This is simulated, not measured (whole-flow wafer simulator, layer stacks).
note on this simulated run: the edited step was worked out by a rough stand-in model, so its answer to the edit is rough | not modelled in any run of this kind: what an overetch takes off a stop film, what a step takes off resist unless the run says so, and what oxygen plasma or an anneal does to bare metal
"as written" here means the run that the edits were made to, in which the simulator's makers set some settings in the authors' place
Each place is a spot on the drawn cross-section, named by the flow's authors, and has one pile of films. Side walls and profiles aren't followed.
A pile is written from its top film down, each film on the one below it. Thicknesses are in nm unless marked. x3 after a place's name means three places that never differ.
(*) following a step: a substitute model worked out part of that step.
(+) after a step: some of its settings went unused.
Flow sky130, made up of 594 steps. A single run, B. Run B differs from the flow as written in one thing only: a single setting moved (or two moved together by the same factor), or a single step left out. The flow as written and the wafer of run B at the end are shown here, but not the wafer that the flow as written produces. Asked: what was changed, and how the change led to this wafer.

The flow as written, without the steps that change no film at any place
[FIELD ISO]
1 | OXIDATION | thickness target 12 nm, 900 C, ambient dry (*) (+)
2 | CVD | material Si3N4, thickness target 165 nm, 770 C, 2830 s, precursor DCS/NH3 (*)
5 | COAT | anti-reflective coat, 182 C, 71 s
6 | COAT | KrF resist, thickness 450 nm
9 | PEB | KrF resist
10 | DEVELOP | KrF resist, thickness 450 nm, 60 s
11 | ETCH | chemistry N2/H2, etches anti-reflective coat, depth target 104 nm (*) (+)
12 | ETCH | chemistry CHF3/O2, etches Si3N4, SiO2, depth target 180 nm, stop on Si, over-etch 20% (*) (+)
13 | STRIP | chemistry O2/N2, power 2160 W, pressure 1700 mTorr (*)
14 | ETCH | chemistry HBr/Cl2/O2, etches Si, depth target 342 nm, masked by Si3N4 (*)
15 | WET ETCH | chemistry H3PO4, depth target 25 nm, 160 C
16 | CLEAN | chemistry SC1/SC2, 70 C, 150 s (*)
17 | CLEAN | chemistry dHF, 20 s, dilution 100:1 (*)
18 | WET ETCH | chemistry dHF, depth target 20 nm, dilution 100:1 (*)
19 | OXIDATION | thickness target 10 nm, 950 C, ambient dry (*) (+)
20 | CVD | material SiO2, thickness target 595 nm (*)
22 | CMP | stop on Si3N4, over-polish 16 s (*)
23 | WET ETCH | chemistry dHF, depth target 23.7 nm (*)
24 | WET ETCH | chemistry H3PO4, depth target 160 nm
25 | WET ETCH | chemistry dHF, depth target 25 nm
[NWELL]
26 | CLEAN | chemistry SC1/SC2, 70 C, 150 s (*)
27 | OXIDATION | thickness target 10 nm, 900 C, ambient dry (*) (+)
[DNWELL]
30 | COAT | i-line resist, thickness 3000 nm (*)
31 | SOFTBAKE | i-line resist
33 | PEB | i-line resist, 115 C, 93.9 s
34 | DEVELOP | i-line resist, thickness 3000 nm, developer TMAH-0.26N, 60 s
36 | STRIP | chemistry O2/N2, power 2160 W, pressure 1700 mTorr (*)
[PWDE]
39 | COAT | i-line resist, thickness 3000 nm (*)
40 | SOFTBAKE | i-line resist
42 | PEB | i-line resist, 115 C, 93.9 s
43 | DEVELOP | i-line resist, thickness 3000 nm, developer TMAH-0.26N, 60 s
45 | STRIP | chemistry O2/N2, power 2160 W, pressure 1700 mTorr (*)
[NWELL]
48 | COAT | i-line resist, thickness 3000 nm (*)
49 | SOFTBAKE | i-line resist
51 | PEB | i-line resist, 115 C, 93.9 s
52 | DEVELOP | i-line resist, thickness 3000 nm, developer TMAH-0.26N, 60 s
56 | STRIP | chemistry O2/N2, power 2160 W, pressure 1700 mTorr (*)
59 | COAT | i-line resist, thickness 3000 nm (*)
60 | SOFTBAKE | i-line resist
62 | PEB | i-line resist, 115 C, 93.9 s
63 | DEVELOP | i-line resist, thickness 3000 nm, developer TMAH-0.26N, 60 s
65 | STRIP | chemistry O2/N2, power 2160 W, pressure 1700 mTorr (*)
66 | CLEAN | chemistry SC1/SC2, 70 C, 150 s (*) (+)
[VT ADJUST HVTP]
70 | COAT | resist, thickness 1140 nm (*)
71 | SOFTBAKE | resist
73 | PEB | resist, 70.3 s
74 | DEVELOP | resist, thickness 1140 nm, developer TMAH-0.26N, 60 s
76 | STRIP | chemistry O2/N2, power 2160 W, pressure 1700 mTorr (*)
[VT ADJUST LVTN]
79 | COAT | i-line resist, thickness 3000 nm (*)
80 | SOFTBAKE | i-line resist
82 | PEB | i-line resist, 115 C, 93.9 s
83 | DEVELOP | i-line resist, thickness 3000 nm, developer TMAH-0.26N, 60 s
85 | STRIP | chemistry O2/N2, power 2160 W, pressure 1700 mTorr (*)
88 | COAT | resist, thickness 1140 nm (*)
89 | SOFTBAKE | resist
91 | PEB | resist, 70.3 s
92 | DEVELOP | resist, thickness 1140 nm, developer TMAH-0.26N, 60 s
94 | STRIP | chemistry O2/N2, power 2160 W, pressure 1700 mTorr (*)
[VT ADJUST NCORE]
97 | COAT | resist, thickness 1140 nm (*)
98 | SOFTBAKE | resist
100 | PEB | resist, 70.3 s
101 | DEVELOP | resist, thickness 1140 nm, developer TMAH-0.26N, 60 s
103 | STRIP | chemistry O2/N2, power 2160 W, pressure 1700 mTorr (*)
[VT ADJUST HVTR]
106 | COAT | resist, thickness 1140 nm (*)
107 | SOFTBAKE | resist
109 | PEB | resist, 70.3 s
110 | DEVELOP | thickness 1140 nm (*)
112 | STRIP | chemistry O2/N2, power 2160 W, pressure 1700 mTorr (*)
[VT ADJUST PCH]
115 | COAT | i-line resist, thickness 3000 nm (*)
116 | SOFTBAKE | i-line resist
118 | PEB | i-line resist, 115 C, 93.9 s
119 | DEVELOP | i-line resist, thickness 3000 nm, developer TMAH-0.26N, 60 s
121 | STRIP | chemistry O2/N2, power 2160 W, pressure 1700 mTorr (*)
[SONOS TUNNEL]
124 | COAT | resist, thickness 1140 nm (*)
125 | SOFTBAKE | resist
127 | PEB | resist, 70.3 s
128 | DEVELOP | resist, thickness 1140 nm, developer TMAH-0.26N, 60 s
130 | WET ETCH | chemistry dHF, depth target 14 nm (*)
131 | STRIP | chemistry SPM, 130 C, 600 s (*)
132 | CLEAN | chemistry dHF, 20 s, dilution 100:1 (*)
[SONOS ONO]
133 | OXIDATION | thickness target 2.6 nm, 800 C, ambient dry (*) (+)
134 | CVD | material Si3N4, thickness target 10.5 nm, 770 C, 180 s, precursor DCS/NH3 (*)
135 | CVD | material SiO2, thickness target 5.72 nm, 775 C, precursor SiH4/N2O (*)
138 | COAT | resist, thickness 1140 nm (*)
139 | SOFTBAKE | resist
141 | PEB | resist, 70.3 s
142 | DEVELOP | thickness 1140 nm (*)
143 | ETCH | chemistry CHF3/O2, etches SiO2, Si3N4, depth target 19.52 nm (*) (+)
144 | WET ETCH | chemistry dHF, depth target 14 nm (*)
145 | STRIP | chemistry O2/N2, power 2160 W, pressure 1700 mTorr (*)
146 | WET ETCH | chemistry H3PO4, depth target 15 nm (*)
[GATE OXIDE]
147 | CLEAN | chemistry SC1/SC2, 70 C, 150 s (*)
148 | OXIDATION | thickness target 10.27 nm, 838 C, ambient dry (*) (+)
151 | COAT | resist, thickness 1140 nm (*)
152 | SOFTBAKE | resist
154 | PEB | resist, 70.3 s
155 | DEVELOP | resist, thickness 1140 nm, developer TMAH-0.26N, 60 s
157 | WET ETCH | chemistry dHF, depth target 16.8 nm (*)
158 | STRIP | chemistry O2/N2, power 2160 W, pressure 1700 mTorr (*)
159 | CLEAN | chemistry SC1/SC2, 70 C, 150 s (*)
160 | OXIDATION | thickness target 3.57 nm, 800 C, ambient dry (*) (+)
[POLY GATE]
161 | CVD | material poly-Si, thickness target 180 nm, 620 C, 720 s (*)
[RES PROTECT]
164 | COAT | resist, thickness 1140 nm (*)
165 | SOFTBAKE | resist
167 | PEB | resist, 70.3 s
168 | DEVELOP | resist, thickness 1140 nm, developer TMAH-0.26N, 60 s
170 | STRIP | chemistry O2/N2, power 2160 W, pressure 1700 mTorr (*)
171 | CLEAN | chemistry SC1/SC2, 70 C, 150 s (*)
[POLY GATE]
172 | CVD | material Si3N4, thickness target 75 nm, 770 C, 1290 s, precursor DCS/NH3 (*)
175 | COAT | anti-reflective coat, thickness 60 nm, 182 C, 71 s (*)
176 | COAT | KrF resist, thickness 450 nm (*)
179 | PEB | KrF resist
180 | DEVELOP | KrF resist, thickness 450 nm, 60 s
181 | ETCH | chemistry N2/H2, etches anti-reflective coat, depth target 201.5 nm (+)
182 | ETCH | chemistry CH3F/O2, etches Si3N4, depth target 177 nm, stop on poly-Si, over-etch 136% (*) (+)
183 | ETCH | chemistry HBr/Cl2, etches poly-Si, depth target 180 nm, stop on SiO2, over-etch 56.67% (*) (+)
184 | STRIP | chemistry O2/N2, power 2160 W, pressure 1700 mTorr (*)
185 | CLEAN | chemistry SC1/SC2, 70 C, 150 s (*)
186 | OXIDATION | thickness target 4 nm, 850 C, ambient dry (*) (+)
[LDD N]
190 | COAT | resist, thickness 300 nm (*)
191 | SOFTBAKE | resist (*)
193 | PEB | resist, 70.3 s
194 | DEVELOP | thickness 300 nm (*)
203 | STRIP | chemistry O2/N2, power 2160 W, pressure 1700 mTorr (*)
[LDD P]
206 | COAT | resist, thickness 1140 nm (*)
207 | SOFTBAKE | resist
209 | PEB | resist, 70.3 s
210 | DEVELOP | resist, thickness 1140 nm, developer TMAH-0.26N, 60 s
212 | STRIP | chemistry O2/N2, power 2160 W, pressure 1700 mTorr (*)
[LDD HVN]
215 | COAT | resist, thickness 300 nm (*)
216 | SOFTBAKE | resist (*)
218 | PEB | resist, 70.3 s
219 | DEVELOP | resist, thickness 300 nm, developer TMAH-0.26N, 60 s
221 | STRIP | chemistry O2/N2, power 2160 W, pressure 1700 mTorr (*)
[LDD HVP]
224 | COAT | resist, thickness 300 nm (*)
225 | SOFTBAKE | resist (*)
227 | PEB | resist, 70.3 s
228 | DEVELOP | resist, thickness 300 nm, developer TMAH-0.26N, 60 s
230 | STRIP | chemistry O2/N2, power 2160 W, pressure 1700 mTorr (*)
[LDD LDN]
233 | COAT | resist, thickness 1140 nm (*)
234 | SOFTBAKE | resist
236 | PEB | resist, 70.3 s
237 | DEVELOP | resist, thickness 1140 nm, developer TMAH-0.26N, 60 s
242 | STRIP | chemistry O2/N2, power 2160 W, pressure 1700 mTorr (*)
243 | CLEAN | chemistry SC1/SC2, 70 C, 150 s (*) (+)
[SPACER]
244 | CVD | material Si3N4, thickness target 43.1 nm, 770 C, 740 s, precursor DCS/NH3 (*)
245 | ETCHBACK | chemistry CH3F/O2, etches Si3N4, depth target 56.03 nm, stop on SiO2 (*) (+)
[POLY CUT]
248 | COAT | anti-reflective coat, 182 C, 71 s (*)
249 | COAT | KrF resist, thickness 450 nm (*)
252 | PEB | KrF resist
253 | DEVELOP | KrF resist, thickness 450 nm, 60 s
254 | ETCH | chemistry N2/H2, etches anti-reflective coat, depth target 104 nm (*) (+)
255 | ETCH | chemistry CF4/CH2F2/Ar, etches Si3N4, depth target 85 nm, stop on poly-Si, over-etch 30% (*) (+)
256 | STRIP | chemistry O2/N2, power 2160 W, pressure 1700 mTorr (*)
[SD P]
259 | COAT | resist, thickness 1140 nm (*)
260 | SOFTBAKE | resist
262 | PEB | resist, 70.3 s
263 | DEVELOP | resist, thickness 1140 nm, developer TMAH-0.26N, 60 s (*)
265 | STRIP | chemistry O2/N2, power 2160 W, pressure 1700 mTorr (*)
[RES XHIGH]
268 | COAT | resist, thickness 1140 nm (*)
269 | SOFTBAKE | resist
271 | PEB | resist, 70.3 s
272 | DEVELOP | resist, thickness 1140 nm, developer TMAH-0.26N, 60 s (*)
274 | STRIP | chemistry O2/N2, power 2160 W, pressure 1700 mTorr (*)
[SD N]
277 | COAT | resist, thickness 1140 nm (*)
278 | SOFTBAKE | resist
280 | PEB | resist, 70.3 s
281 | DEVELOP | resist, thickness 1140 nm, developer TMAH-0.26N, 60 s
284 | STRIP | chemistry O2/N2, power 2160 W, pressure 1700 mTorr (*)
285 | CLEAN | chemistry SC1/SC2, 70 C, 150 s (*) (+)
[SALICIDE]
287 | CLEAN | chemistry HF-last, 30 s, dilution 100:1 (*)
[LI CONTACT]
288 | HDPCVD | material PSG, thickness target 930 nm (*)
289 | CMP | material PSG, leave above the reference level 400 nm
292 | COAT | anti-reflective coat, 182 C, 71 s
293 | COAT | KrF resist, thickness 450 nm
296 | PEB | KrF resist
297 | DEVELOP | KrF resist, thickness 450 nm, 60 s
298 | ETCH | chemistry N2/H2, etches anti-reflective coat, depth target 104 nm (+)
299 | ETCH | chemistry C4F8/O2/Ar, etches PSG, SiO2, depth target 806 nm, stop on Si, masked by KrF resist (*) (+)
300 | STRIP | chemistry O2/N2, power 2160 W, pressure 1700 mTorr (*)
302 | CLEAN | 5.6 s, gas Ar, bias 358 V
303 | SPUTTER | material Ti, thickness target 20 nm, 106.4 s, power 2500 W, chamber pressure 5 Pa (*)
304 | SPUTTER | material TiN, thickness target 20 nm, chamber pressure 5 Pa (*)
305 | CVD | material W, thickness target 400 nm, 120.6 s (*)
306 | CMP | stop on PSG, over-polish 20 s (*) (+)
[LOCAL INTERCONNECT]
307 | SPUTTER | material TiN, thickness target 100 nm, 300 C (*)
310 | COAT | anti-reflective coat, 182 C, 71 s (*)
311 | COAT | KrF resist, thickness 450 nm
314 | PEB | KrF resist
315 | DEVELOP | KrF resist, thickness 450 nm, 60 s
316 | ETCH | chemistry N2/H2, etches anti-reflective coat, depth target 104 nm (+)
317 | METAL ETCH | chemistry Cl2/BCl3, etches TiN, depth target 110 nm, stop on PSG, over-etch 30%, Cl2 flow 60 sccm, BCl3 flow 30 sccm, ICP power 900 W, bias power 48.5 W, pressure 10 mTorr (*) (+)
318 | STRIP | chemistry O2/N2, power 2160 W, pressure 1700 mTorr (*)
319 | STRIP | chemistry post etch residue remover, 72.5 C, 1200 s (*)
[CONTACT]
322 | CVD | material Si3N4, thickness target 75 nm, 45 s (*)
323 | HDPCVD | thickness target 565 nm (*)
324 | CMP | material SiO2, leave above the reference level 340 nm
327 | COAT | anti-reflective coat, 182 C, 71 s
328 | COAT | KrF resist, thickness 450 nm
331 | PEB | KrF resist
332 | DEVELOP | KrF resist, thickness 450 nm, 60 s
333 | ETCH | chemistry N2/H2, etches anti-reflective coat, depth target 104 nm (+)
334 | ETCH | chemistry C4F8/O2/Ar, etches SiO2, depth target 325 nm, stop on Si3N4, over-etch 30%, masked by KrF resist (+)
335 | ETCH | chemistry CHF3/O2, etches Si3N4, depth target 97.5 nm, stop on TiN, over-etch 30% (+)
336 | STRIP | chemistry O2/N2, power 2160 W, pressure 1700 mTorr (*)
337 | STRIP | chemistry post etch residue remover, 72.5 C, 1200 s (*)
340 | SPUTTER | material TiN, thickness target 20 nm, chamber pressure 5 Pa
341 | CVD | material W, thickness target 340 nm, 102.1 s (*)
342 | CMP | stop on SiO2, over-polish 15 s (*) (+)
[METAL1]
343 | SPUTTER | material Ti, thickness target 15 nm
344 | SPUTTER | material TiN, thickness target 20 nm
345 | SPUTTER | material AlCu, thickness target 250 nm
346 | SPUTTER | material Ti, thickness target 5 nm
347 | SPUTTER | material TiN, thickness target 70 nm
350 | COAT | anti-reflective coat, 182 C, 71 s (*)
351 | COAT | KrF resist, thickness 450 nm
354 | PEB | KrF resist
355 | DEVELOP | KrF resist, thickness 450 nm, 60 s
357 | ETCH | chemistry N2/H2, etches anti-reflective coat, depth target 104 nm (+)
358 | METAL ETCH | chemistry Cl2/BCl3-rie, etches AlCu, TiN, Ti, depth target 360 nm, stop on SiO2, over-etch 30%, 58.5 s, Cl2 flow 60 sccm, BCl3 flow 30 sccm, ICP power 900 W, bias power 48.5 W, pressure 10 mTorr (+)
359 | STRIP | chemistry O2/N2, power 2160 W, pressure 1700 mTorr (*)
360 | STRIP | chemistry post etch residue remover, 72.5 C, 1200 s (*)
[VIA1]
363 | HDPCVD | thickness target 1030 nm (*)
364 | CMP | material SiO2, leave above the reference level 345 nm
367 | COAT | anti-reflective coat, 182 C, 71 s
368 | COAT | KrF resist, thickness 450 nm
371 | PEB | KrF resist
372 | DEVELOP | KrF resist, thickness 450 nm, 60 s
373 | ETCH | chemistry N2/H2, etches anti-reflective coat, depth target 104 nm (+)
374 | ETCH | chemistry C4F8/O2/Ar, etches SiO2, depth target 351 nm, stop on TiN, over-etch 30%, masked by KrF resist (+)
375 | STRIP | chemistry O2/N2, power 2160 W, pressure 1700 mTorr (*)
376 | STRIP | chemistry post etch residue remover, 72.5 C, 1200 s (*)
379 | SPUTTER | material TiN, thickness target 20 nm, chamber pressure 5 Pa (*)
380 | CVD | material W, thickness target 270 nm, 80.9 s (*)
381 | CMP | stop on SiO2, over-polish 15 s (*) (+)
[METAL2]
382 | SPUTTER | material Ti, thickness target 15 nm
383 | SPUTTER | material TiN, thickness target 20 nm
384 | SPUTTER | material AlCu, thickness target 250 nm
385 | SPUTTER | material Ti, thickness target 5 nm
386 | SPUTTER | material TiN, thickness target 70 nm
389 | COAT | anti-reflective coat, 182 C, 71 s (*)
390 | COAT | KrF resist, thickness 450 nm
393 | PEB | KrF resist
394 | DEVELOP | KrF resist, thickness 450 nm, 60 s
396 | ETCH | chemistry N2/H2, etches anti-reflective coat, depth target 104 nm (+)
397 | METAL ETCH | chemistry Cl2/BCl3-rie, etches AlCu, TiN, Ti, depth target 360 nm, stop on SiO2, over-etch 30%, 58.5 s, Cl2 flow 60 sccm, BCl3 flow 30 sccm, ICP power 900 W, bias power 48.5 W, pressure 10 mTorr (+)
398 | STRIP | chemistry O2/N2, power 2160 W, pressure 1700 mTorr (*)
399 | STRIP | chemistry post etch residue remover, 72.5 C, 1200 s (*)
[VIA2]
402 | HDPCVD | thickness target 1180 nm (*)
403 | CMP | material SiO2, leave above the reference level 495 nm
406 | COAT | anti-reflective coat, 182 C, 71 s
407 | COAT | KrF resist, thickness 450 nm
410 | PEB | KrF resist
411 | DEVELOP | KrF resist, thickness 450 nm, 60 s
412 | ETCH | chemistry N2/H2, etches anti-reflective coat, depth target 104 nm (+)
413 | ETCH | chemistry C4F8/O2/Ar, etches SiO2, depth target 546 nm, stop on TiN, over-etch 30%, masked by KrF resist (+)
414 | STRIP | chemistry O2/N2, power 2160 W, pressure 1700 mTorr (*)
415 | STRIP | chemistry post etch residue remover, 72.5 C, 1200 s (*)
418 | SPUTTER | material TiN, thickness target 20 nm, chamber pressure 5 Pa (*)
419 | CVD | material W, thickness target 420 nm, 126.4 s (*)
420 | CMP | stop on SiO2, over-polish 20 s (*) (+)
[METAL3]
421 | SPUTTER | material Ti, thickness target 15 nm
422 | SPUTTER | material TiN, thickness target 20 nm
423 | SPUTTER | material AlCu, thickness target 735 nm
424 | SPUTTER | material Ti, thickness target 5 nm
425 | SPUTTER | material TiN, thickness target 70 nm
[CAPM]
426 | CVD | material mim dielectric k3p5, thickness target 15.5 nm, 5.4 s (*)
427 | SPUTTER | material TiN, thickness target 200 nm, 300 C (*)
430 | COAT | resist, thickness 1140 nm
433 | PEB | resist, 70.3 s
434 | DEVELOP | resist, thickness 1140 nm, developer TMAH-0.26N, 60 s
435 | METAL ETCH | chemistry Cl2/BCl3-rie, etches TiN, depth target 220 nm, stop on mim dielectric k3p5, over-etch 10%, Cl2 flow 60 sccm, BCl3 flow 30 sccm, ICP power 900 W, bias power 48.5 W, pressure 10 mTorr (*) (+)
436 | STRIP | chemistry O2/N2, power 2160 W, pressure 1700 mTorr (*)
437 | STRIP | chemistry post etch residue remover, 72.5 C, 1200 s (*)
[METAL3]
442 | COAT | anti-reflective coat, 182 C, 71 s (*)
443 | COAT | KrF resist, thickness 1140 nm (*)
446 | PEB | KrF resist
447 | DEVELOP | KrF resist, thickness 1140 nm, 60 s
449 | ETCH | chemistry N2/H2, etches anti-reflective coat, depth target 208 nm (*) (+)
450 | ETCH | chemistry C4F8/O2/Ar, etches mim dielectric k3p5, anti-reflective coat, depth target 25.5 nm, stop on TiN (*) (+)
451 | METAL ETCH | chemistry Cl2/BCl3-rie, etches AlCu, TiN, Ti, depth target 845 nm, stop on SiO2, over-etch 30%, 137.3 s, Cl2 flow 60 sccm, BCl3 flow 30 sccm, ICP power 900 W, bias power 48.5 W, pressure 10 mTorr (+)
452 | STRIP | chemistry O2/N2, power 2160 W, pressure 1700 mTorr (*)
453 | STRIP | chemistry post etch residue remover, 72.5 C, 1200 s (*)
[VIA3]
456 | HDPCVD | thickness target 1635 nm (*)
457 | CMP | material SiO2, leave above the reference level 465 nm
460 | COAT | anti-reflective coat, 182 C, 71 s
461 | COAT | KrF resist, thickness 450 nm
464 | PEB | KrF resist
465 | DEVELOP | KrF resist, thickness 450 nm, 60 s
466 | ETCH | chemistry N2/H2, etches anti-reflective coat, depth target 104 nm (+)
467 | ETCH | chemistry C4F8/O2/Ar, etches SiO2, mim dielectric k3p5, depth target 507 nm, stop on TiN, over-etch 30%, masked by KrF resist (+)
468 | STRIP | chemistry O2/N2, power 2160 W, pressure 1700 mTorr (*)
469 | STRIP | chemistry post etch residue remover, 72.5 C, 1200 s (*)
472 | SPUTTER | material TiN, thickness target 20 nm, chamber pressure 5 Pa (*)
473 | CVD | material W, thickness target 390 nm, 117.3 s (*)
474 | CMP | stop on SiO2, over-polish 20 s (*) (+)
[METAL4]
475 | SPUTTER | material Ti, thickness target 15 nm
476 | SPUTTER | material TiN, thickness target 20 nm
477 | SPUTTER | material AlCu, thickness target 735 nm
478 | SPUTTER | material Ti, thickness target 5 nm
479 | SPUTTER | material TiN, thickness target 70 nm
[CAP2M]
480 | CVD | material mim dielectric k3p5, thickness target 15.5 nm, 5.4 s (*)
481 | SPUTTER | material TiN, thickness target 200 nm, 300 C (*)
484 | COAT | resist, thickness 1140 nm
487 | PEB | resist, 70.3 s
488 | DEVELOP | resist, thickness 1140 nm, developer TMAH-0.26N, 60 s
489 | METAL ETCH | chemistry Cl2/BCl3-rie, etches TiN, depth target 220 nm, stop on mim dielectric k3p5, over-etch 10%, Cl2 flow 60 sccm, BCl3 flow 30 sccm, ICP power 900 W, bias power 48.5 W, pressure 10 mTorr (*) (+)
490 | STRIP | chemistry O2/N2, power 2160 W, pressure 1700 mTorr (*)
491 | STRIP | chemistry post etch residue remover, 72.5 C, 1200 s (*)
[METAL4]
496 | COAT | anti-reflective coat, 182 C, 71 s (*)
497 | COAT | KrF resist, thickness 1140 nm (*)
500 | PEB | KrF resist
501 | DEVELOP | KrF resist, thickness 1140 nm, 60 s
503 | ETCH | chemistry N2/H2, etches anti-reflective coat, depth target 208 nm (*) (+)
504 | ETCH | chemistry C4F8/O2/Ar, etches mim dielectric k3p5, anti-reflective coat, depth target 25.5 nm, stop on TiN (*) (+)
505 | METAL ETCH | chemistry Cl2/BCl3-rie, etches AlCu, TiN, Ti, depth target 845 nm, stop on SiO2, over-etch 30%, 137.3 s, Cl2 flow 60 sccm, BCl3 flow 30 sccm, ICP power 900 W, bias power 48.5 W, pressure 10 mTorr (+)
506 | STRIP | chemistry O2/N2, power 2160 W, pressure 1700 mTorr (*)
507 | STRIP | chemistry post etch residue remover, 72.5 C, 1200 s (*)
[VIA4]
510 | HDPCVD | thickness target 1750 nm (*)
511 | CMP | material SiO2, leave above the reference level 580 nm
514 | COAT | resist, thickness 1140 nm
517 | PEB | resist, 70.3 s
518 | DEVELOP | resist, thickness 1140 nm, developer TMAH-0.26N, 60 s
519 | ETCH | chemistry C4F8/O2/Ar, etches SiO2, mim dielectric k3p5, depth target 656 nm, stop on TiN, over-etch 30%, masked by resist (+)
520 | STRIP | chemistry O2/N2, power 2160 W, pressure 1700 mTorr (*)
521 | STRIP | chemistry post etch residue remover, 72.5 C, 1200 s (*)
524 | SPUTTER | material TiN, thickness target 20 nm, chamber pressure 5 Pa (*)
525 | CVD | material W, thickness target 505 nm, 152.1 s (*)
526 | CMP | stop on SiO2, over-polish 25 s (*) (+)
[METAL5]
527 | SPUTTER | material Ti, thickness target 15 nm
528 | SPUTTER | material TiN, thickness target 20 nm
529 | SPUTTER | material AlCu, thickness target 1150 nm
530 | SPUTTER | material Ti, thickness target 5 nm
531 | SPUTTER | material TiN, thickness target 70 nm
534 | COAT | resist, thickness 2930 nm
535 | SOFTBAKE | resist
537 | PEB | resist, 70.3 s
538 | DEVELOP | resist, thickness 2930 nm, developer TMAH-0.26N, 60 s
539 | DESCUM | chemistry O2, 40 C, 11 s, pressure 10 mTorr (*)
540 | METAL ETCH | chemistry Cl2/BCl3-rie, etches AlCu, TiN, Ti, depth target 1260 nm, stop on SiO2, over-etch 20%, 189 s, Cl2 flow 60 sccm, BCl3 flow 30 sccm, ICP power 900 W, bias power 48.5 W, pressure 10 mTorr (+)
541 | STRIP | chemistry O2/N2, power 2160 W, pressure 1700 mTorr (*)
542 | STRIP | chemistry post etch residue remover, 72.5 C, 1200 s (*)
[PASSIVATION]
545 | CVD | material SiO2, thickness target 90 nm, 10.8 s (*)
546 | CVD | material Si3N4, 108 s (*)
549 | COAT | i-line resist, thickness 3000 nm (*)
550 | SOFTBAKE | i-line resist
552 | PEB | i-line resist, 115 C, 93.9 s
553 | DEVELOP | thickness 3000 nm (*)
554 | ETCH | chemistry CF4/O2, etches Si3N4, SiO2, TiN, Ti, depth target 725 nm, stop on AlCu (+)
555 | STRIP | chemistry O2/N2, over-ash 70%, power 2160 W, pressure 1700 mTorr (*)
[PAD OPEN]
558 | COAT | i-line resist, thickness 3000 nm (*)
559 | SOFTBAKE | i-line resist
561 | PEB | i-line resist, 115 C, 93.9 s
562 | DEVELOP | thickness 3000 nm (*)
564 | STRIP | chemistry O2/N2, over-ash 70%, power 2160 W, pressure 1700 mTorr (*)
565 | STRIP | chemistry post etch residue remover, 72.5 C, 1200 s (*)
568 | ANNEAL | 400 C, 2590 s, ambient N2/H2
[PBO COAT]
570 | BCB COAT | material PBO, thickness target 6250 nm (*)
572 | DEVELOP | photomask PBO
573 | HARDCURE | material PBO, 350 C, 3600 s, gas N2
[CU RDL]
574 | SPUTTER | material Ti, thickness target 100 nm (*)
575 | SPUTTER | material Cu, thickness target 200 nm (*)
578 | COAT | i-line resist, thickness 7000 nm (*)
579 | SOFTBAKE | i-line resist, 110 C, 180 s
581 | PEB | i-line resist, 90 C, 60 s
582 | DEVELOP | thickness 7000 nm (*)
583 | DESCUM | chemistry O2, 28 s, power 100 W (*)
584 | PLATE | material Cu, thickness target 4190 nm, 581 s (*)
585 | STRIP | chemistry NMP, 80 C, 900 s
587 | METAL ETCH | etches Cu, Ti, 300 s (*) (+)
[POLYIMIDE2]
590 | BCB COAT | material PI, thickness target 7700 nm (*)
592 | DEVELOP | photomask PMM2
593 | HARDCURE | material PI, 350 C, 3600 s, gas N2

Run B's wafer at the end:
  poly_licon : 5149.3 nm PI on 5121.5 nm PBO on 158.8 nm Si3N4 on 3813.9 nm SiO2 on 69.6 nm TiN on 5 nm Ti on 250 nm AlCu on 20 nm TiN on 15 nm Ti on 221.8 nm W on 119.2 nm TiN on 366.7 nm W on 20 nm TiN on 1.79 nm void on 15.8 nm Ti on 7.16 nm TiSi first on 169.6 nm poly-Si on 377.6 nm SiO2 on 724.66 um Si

What caused this: step 341, CVD: thickness target 221 nm was run, whereas the flow has thickness target 340 nm; step 341, CVD: 66.38 s was run, where the flow has 102.1 s.

How this came from the change, step by step:
  341 | CVD | material W, thickness target 340 nm, 102.1 s (*)
      field, active, n_well and 185 more: W gains 221.8 (new film) (it would be, as written: W gains 340 (new film))
      ndiff_licon, ndiff_licon_cpp, rpo_hd_licon: W gains 572.3 (new film) (it would be, as written: W gains 690.5 (new film))
  342 | CMP | stop on SiO2, over-polish 15 s (*) (+)
      poly_licon: nothing (it would be, as written: W loses 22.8)
      field, active, n_well and 184 more: W loses 221.8 (all of it), TiN loses 20 (all of it), SiO2 loses 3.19 (it would be, as written: W loses 340 (all of it), TiN loses 20 (all of it), SiO2 loses 3.19)
      (also at 3 further places)
  350 | COAT | anti-reflective coat, 182 C, 71 s (*)
      poly_licon: anti-reflective coat gains 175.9 (new film) (it would be, as written: anti-reflective coat gains 80.5 (new film))
  359 | STRIP | chemistry O2/N2, power 2160 W, pressure 1700 mTorr (*)
      poly_licon: KrF resist loses 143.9 (all of it), anti-reflective coat loses 175.9 (all of it) (it would be, as written: KrF resist loses 143.9 (all of it), anti-reflective coat loses 80.5 (all of it))
  364 | CMP | material SiO2, leave above the reference level 345 nm
      poly_licon: SiO2 loses 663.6 (it would be, as written: SiO2 loses 759)
